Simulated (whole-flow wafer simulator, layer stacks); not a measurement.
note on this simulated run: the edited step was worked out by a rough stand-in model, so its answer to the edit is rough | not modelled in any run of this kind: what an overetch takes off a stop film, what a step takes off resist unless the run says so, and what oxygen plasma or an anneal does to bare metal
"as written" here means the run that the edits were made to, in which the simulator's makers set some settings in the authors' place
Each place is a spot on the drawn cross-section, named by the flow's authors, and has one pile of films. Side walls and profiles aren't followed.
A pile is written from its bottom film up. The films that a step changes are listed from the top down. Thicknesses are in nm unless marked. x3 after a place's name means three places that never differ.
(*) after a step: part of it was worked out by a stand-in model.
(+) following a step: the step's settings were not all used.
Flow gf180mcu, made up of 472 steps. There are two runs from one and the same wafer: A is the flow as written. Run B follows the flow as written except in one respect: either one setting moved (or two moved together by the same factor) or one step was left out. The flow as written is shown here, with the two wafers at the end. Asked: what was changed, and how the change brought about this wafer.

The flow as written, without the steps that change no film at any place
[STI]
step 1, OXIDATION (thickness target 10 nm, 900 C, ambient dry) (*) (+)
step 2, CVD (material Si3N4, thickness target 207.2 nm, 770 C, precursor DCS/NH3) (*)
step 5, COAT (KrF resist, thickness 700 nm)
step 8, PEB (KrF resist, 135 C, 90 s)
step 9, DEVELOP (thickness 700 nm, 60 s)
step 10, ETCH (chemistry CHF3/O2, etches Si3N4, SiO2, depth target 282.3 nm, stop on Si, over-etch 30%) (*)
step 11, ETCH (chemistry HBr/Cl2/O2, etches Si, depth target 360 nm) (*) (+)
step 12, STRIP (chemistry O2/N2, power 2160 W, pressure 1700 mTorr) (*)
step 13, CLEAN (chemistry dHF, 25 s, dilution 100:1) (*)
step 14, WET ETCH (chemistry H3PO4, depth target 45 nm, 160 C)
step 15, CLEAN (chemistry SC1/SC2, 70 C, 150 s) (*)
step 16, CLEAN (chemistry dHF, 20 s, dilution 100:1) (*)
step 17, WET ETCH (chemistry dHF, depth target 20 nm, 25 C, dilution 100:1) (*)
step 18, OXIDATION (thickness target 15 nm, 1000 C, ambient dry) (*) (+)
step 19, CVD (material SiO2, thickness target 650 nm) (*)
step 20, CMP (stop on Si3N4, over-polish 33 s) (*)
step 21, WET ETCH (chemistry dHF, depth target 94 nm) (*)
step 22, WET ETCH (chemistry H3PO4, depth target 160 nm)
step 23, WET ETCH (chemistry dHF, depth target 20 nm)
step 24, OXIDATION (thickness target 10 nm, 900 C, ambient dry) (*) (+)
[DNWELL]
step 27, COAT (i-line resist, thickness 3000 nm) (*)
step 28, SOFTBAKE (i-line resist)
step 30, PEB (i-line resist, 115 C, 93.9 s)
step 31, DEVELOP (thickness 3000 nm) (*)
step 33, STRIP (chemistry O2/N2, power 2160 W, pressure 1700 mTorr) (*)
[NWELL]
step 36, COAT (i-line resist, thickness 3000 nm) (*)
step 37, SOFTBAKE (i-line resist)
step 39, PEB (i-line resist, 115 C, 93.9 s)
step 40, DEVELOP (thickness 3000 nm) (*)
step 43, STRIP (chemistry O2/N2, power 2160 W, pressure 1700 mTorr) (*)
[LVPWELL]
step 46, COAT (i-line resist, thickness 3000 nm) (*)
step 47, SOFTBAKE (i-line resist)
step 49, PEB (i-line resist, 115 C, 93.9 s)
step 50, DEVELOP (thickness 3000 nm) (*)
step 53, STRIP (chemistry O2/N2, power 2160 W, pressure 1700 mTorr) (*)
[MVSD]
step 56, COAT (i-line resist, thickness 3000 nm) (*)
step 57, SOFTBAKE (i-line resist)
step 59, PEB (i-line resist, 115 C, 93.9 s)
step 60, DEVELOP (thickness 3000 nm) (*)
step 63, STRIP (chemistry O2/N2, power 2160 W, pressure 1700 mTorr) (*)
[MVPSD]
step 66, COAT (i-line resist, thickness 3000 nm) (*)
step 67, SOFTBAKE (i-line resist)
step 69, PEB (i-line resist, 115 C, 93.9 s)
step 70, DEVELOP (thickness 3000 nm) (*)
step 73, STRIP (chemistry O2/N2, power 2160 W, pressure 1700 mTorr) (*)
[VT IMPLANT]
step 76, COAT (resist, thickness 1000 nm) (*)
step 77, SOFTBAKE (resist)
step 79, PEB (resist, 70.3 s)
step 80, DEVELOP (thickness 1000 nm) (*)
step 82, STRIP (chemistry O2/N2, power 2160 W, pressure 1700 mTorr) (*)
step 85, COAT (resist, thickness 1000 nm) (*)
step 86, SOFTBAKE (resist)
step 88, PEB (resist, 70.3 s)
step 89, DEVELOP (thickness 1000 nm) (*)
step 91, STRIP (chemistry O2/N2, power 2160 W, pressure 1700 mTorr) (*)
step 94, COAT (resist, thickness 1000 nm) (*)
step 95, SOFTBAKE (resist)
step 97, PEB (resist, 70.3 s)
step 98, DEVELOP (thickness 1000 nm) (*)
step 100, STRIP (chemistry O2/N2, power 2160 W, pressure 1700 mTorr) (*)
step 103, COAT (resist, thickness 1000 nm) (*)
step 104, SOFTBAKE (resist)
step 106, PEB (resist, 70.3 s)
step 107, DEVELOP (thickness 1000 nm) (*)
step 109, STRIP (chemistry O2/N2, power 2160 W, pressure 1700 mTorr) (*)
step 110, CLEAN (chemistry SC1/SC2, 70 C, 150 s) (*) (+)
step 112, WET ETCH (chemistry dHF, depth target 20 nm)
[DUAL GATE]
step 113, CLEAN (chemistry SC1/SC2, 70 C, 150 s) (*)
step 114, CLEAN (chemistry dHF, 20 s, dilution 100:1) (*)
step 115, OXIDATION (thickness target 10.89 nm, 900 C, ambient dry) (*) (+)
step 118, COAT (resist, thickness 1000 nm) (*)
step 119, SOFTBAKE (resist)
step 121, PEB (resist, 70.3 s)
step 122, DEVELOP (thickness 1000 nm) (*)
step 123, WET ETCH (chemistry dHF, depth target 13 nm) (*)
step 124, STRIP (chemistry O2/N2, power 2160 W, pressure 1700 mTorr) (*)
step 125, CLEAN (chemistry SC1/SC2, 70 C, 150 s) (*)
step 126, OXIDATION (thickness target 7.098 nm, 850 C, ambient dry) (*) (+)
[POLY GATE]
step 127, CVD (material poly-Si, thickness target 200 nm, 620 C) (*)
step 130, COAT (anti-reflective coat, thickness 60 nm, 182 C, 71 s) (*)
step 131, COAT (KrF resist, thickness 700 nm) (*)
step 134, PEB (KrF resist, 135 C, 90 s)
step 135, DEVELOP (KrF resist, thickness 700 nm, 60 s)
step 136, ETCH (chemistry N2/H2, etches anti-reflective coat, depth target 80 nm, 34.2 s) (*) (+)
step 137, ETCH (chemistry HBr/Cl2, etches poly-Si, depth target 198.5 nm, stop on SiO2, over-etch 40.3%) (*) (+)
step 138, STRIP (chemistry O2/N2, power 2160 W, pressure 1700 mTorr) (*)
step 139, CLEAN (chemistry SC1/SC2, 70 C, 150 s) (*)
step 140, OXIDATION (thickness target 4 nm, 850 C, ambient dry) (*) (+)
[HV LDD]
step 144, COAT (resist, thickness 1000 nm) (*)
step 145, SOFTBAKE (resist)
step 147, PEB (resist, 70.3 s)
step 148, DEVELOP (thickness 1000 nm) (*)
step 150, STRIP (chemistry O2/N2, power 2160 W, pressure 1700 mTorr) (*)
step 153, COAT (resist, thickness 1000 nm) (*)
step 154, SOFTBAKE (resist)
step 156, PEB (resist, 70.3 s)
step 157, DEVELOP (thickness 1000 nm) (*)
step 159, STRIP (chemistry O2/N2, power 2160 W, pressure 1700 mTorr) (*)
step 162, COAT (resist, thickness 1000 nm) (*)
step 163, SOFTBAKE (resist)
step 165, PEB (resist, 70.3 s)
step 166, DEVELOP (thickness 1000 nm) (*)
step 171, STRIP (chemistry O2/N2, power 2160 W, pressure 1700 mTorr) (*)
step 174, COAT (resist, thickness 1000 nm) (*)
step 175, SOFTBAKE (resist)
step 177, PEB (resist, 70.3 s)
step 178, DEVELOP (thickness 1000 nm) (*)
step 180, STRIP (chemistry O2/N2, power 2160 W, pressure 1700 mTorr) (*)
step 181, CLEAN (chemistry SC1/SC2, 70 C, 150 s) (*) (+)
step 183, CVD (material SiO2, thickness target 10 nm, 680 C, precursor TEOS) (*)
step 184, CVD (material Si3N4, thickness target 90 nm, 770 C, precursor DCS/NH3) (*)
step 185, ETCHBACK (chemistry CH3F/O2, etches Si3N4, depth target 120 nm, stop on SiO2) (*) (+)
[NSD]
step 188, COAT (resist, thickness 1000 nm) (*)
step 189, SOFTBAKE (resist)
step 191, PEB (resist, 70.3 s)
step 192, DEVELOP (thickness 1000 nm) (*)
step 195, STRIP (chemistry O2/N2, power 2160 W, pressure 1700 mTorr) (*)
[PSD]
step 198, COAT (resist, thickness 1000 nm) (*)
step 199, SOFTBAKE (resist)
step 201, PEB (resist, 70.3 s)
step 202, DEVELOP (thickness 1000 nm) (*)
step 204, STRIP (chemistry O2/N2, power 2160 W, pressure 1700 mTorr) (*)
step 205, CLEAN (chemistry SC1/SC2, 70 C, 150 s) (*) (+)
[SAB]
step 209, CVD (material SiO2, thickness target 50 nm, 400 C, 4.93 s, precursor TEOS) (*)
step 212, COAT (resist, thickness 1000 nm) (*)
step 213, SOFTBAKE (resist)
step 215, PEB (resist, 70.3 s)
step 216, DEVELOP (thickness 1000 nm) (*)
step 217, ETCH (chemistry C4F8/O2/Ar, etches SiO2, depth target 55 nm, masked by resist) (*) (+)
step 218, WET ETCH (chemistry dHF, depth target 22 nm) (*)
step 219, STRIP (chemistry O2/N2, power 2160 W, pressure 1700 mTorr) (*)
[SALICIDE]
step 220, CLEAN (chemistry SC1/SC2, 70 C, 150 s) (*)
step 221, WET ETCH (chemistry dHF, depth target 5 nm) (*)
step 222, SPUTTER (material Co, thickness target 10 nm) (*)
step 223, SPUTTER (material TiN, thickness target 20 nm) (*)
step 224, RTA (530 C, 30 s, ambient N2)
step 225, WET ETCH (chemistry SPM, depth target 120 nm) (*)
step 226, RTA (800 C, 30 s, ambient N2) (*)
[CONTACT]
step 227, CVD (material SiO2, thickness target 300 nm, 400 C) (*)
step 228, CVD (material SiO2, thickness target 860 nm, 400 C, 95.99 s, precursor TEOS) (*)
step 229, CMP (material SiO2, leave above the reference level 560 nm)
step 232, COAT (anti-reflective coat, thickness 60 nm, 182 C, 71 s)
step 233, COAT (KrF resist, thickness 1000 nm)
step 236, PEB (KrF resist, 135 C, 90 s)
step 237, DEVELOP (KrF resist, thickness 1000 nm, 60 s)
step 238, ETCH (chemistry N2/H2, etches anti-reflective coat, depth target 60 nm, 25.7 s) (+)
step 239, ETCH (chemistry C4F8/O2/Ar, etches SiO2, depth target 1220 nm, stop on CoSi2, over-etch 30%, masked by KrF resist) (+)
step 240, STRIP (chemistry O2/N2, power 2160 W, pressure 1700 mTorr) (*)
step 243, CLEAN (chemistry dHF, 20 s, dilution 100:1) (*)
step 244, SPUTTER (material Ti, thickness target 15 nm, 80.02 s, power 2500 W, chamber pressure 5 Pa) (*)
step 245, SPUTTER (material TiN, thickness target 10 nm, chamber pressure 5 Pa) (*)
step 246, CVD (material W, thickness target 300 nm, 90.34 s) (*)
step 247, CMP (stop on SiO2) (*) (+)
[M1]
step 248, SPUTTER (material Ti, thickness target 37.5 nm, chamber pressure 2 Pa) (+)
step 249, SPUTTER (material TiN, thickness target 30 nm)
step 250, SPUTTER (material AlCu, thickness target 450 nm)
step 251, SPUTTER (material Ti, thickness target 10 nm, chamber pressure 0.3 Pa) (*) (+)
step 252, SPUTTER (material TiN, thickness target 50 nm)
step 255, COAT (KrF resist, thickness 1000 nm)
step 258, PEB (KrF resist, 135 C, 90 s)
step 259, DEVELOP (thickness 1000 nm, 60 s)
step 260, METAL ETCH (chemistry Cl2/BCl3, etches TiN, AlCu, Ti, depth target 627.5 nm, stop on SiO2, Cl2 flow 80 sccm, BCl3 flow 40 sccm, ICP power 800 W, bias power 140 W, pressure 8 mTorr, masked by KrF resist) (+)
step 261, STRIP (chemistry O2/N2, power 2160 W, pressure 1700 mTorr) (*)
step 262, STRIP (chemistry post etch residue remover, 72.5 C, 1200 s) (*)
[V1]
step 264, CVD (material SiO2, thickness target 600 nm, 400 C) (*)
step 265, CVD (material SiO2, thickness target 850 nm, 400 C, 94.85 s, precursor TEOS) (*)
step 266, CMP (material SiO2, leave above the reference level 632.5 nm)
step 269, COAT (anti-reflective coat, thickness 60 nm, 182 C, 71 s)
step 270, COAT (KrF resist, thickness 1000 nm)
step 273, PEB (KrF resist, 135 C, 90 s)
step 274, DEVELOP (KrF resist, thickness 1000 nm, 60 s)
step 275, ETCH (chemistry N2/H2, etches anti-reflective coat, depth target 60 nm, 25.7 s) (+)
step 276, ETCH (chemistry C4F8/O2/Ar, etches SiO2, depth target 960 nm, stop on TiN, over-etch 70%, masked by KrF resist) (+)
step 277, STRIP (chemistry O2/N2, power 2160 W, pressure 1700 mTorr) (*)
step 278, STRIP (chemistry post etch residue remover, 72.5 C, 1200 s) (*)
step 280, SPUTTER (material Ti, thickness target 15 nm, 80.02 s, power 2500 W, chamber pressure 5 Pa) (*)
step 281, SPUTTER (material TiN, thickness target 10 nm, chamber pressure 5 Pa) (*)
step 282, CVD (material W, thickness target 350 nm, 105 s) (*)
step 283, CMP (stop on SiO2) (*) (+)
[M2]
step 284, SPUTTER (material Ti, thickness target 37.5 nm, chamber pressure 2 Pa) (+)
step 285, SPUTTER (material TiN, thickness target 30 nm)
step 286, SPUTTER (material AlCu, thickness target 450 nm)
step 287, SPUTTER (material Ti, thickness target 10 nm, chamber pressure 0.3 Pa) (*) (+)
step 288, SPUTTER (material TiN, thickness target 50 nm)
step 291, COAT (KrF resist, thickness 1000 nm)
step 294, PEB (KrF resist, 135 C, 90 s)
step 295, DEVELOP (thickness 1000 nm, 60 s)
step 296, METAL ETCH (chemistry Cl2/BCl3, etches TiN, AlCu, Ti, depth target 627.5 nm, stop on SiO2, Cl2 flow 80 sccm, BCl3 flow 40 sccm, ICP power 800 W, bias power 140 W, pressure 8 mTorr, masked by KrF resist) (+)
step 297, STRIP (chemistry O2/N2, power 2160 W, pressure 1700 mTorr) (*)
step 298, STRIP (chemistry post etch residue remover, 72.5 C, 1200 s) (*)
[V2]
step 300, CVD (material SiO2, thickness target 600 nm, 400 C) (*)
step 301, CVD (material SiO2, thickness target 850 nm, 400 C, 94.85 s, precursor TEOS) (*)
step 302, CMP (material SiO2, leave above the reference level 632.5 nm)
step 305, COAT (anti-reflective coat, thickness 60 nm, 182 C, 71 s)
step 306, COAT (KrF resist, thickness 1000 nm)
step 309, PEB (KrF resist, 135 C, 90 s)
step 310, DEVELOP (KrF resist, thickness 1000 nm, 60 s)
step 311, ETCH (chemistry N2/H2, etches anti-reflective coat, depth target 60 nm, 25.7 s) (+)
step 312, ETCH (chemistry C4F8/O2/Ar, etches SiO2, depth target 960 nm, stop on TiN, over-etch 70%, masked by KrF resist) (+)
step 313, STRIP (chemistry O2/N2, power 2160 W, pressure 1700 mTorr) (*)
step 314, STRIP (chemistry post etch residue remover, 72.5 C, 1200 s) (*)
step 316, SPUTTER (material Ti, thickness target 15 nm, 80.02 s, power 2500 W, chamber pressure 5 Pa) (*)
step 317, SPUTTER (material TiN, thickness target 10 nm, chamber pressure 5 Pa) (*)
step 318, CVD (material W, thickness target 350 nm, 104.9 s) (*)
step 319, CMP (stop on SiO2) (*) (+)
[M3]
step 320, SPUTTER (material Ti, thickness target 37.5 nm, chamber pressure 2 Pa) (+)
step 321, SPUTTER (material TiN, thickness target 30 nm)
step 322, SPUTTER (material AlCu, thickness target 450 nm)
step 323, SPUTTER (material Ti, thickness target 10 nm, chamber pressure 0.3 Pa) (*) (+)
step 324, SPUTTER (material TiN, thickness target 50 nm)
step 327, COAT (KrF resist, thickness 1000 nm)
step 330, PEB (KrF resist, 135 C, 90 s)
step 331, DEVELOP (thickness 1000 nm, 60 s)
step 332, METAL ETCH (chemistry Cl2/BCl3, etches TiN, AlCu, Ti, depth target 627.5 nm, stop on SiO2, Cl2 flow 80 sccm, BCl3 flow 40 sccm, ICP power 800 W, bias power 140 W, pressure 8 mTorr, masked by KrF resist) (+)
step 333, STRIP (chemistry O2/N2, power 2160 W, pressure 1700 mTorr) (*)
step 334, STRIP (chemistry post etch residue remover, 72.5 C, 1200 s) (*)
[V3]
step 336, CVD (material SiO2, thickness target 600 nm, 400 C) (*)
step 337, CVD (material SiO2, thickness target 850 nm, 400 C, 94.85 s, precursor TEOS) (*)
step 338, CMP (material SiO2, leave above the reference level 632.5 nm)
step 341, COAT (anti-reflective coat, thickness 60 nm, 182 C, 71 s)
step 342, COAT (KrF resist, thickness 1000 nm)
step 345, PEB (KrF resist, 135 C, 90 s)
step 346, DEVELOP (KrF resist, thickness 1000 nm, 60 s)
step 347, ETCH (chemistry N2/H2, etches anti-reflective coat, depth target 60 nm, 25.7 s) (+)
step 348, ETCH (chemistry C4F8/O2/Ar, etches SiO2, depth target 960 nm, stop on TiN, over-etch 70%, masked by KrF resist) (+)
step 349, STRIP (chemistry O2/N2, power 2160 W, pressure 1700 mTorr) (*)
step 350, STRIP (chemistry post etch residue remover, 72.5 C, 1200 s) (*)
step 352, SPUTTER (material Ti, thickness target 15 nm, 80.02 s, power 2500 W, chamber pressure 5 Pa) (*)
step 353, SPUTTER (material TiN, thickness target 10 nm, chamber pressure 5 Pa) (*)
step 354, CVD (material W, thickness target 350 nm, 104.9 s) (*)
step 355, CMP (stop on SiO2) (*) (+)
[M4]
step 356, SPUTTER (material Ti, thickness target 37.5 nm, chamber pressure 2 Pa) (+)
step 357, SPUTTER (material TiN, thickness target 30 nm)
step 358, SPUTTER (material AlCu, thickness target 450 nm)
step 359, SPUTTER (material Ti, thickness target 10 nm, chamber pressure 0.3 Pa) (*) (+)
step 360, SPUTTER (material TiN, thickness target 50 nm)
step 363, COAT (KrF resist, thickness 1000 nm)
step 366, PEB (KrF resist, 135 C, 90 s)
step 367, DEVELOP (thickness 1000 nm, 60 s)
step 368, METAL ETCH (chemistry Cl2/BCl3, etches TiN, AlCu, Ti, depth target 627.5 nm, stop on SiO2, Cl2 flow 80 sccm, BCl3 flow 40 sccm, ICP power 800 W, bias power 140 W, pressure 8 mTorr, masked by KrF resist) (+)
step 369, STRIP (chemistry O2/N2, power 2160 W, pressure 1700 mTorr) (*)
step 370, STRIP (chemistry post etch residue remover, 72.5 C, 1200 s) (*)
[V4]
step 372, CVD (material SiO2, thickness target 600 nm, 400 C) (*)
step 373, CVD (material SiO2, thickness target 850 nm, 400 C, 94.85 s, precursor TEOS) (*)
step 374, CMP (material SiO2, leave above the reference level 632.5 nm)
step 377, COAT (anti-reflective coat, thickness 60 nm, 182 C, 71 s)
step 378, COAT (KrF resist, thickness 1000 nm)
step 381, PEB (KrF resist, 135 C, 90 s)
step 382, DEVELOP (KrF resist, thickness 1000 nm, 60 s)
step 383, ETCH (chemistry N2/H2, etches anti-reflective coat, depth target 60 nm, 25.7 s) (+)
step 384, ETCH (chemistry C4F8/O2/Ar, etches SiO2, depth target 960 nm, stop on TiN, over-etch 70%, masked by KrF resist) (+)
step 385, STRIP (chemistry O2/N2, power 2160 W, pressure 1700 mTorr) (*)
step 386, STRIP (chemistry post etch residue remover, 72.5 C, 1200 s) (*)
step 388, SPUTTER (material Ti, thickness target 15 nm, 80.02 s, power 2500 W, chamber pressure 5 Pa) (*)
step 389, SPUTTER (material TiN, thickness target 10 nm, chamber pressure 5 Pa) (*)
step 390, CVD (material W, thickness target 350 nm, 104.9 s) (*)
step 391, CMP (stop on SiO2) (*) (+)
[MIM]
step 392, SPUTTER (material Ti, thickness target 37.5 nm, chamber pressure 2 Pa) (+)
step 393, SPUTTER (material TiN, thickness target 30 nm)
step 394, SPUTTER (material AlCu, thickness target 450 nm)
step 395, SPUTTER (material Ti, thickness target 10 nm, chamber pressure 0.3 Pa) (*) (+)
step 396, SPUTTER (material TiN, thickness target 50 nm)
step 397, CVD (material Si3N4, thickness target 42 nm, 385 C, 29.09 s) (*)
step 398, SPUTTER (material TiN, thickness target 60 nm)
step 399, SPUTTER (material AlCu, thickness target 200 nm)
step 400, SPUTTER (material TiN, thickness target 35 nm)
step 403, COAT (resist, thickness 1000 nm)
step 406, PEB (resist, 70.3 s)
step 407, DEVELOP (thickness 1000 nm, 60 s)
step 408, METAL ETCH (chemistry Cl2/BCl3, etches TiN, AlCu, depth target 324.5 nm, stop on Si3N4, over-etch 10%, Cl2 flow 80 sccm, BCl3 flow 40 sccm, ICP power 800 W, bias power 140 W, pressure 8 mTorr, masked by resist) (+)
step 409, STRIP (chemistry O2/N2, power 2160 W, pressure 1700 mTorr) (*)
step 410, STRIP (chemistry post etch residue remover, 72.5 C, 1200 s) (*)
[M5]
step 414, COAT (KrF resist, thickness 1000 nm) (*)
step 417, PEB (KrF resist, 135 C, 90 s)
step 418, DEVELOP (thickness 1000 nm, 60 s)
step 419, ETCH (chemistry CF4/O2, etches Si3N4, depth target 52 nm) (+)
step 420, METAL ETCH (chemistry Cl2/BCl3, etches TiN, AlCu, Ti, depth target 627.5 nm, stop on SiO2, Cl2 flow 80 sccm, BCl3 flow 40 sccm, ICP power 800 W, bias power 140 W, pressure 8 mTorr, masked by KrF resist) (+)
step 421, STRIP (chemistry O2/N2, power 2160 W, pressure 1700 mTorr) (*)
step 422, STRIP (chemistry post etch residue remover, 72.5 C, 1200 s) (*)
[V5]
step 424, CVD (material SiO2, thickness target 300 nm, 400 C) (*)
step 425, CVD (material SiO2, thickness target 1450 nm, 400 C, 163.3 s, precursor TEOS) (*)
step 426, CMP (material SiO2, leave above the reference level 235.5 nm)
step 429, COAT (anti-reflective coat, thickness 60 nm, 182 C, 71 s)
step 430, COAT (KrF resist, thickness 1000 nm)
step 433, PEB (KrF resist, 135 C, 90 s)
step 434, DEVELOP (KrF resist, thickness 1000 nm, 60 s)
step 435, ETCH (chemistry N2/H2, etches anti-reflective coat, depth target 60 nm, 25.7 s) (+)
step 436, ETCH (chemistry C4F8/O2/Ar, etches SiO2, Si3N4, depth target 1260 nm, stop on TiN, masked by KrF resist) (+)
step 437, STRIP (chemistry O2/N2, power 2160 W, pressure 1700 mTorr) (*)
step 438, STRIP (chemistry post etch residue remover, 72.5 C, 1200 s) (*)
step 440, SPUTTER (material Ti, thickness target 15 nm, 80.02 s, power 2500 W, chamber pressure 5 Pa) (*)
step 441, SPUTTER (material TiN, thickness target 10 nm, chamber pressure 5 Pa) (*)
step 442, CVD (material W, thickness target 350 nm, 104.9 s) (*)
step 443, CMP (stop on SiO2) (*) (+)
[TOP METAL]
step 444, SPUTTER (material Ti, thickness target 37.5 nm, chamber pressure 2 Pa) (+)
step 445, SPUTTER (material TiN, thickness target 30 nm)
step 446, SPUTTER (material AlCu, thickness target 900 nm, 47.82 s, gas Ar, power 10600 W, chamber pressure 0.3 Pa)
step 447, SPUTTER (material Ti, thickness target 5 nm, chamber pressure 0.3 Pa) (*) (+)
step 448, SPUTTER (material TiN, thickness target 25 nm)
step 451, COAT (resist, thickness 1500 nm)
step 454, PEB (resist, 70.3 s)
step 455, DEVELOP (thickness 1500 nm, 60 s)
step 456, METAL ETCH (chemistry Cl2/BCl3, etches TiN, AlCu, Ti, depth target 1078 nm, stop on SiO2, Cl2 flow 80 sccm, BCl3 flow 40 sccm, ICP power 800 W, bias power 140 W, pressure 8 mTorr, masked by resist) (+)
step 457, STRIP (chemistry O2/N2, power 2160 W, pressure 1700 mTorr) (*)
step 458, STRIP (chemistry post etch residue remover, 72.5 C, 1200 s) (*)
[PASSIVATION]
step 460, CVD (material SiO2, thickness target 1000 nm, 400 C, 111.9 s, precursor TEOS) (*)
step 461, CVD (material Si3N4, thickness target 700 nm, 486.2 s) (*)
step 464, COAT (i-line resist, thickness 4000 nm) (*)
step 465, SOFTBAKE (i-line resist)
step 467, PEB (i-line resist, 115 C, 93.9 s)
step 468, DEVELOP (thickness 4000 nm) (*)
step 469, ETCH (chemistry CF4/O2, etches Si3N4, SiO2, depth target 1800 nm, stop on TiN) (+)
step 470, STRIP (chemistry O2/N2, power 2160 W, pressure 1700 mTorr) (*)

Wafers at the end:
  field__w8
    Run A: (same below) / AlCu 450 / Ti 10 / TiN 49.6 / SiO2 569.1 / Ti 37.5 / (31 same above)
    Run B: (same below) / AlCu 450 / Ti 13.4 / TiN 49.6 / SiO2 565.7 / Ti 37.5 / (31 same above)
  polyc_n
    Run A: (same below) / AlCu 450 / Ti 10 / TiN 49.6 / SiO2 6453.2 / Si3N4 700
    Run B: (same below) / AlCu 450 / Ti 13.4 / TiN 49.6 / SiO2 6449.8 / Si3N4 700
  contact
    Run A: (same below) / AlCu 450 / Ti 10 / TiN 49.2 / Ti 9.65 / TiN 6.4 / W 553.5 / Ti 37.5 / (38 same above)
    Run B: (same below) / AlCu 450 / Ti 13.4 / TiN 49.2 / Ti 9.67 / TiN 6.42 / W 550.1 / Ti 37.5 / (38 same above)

Cause: step 251, SPUTTER: thickness target 13.4 nm was run, though the flow has thickness target 10 nm.
The wafer lets one read it off: field__w8 has Ti 13.4, and step 251 as written asks for 10 nm.

The path from the change to this, step by step:
  step 251, SPUTTER (material Ti, thickness target 10 nm, chamber pressure 0.3 Pa) (*) (+)
      field, field__w1, field__w2 and 108 more: A Ti gains 10 (new film) | B Ti gains 13.4 (new film)
  step 260, METAL ETCH (chemistry Cl2/BCl3, etches TiN, AlCu, Ti, depth target 627.5 nm, stop on SiO2, Cl2 flow 80 sccm, BCl3 flow 40 sccm, ICP power 800 W, bias power 140 W, pressure 8 mTorr, masked by KrF resist) (+)
      field, field__w1, field__w2 and 99 more: A TiN loses 50 (all of it), Ti loses 10 (all of it), AlCu loses 450 (all of it), TiN loses 30 (all of it), Ti loses 37.5 (all of it) | B TiN loses 50 (all of it), Ti loses 13.4 (all of it), AlCu loses 450 (all of it), TiN loses 30 (all of it), Ti loses 37.5 (all of it)
